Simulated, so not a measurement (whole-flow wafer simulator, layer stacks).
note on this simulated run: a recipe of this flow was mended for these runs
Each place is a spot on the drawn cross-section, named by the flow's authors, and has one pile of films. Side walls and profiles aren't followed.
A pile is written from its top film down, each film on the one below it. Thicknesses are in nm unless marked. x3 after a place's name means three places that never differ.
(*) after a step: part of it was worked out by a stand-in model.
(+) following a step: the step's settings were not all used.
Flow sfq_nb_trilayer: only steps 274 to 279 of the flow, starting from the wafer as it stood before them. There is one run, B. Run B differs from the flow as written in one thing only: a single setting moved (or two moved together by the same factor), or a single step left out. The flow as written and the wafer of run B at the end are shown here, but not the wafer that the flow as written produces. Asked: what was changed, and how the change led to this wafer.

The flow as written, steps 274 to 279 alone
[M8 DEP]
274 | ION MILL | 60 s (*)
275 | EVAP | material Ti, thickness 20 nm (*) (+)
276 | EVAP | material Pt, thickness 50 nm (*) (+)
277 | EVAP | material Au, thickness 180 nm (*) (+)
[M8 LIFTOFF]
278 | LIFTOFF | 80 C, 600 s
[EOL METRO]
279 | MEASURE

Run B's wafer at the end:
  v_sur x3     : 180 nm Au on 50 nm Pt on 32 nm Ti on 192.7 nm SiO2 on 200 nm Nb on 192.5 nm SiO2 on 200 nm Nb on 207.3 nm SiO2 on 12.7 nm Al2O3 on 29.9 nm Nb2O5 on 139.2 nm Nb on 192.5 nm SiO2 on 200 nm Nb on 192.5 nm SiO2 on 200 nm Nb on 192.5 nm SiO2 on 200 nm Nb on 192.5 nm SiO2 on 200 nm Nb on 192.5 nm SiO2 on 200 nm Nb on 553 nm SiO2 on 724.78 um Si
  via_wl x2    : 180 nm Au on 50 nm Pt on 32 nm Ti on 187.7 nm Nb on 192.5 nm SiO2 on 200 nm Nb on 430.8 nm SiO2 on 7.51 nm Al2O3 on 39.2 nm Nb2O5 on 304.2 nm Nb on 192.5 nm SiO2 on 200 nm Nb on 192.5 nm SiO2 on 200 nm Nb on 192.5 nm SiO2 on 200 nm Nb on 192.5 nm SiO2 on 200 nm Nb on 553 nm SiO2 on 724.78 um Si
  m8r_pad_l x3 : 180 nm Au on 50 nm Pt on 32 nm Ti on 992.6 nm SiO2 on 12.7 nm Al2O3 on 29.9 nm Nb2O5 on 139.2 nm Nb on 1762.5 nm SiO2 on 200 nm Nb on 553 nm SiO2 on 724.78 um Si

Cause: step 275, EVAP: thickness 32 nm was run, whereas the flow has thickness 20 nm.
One can read it off the wafer: v_sur x3 has Ti 32, and step 275 as written asks for 20 nm.

Step by step, how the change led to this:
  275 | EVAP | material Ti, thickness 20 nm (*) (+)
      field_l, v_sur x3, via_wl x2 and 100 more: Ti gains 32 (new film) (as written it would have been: Ti gains 20 (new film))
  278 | LIFTOFF | 80 C, 600 s
      p4_fl x5, p4_w1 x9, p3_s0 x11 and 49 more: Au loses 180 (all of it), Pt loses 50 (all of it), Ti loses 32 (all of it), KrF-resist-other-grade loses 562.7 (all of it), lift-off-underlayer loses 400 (all of it) (as written it would have been: Au loses 180 (all of it), Pt loses 50 (all of it), Ti loses 20 (all of it), KrF-resist-other-grade loses 562.7 (all of it), lift-off-underlayer loses 400 (all of it))
      r_sur, res, r_end: Au loses 180 (all of it), Pt loses 50 (all of it), Ti loses 32 (all of it), KrF-resist-other-grade loses 559.9 (all of it), lift-off-underlayer loses 399.5 (all of it) (as written it would have been: Au loses 180 (all of it), Pt loses 50 (all of it), Ti loses 20 (all of it), KrF-resist-other-grade loses 559.9 (all of it), lift-off-underlayer loses 399.5 (all of it))
      (as well as at 18 more places)
